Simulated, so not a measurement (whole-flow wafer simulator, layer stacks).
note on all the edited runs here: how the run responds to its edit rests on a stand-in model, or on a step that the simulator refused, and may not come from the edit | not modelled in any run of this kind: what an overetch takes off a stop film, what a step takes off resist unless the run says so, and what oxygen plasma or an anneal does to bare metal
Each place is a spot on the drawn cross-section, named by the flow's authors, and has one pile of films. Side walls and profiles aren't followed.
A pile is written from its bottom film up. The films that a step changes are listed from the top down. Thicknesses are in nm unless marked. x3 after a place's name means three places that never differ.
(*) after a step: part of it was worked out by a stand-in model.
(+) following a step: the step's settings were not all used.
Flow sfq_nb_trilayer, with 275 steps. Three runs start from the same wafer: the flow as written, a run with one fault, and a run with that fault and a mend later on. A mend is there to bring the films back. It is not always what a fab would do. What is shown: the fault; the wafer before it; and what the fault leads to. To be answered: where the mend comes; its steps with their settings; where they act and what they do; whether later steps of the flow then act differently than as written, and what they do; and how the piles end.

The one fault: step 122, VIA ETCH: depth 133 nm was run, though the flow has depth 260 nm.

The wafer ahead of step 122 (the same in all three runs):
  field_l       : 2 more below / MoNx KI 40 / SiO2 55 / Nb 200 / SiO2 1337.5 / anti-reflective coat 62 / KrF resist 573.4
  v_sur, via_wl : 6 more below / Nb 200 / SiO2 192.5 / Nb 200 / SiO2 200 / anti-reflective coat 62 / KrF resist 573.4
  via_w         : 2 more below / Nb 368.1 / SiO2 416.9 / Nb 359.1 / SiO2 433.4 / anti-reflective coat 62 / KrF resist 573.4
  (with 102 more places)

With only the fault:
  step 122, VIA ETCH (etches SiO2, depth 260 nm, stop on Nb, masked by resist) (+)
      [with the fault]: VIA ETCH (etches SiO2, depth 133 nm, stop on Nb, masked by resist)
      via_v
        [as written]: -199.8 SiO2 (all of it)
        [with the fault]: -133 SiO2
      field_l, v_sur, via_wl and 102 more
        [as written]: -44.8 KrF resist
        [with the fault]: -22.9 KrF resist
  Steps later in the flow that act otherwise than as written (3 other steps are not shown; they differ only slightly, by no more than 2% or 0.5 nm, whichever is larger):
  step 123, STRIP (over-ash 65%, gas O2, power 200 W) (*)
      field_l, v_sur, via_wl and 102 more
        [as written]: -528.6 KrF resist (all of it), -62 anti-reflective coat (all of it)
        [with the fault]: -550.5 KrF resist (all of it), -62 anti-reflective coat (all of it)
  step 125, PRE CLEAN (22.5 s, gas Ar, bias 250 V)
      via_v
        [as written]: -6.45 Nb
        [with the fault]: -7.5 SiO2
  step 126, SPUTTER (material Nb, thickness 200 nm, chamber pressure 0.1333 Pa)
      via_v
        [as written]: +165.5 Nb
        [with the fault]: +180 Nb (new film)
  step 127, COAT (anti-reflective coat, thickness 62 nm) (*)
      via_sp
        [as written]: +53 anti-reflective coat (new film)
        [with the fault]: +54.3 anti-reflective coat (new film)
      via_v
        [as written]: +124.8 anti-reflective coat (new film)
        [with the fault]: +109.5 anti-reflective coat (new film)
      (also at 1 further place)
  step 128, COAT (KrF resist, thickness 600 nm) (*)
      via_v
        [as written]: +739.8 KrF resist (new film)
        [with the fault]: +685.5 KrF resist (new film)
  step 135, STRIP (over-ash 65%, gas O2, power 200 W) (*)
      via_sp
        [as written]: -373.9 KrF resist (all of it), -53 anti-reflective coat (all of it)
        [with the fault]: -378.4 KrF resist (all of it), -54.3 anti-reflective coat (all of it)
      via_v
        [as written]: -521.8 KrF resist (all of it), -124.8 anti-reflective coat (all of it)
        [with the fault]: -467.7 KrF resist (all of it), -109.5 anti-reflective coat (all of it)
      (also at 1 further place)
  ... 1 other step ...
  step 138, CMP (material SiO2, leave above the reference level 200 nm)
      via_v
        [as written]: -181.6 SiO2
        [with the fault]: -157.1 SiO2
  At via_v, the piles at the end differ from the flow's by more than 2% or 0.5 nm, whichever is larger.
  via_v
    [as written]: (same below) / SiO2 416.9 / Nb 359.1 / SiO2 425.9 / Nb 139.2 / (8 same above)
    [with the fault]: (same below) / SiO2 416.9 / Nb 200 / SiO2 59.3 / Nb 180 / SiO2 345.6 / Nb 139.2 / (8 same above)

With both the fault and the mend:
  After step 123 comes the mend.
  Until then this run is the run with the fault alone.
  step 123a, COAT (anti-reflective coat, thickness 62 nm) (*) (the flow's step 115 again)
      p4_fl x3, p4_w1 x9, p4_g1 x2 and 63 more
        +62 anti-reflective coat (new film)
      be_r, r_sur, res and 6 more
        +61.8 anti-reflective coat (new film)
      ce_l, c5j, ce_r, sp_r
        +61.7 anti-reflective coat (new film)
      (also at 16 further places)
  step 123b, COAT (KrF resist, thickness 650 nm) (*) (the flow's step 116 again)
      p4_fl x3, p4_w1 x9, p4_g1 x2 and 63 more
        +650 KrF resist (new film)
      field_r, lsp_l, ln_m5, lsp_m, ln_m6, lsp_r, l0_sur, l0v
        +649.7 KrF resist (new film)
      res, r_end, moat
        +649.6 KrF resist (new film)
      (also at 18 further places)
  step 123c, SOFTBAKE (KrF resist) (the flow's step 117 again)
      leaves every film unchanged at each place that is followed
  step 123d, EXPOSE (photomask I3, dose 11.91 mJ/cm2, NA 0.6, wavelength 248 nm) (*) (the flow's step 118 again)
      leaves every film unchanged at each place that is followed
  step 123e, PEB (KrF resist, 90 s) (the flow's step 119 again)
      ce_l, c5j, ce_r and 91 more
        -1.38 KrF resist
      field_l, v_sur, via_wl and 8 more
        -1.37 KrF resist
      via_v
        -1.57 KrF resist
  step 123f, DEVELOP (KrF resist, thickness 650 nm, 60 s) (the flow's step 120 again)
      field_l, v_sur, via_wl and 102 more
        -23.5 KrF resist
      via_v
        -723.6 KrF resist (all of it)
  step 123g, VIA ETCH (etches anti-reflective coat, depth 125 nm, masked by resist) (+) (the flow's step 121 again)
      field_l, v_sur, via_wl and 102 more
        -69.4 KrF resist
      via_v
        -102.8 anti-reflective coat (all of it), -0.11 SiO2
  step 123h, VIA ETCH (etches SiO2, depth 127 nm, stop on Nb, masked by resist) (+) (the flow's step 122 again, with other settings)
      field_l, v_sur, via_wl and 102 more
        -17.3 KrF resist
      via_v
        -66.7 SiO2 (all of it)
  step 123i, STRIP (over-ash 65%, gas O2, power 200 W) (*) (the flow's step 123 again)
      p4_fl x3, p4_w1 x9, p4_g1 x2 and 63 more
        -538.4 KrF resist (all of it), -62 anti-reflective coat (all of it)
      field_r, lsp_l, ln_m5, lsp_m
        -538.1 KrF resist (all of it), -61.8 anti-reflective coat (all of it)
      ln_m6, lsp_r, l0_sur, l0v
        -538.1 KrF resist (all of it), -61.9 anti-reflective coat (all of it)
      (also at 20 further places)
  Later steps of the flow that are run all act as written at every place that is followed.
  At every place that both follow, the piles at the end match the flow's.
